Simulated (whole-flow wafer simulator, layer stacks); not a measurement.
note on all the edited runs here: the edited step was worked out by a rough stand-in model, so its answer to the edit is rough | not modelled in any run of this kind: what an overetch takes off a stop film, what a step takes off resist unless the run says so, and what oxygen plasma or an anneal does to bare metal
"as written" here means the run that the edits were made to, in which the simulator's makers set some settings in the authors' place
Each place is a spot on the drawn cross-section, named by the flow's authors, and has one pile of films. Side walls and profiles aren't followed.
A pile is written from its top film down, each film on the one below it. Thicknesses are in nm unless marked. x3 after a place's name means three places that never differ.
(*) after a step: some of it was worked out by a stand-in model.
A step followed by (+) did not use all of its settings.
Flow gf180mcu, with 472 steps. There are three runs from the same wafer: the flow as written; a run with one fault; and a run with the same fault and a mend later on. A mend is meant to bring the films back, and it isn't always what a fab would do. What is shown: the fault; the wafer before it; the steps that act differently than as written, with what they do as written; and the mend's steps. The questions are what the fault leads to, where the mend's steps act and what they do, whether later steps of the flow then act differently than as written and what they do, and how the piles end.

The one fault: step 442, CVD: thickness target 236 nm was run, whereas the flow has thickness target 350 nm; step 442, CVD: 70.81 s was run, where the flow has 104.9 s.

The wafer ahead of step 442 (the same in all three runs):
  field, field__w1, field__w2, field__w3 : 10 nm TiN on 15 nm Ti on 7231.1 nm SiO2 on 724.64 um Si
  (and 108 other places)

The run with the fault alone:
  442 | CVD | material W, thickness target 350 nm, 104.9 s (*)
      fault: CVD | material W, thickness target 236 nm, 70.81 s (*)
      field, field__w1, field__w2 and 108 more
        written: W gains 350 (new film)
        fault: W gains 237.2 (new film)
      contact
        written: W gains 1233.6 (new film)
        fault: W gains 1120.8 (new film)
  Steps later in the flow that act otherwise than as written:
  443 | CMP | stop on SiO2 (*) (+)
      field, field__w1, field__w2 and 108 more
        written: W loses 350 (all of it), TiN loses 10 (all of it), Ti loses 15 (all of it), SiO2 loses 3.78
        fault: W loses 237.2 (all of it), TiN loses 10 (all of it), Ti loses 15 (all of it), SiO2 loses 2.65
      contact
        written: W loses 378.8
        fault: W loses 264.9
  When the end is reached, the piles differ only a little from the flow's at the places that both follow, at most by 2% or 0.5 nm, whichever is larger.

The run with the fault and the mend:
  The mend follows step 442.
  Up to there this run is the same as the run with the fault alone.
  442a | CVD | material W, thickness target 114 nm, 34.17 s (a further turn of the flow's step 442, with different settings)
      field, field__w1, field__w2 and 109 more
        W gains 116
  None of the later steps of the flow differs from how it acts as written, at any place that is followed, by more than 2% or 0.5 nm, whichever is larger.
  When the end is reached, the piles differ only a little from the flow's at the places that both follow, at most by 2% or 0.5 nm, whichever is larger.
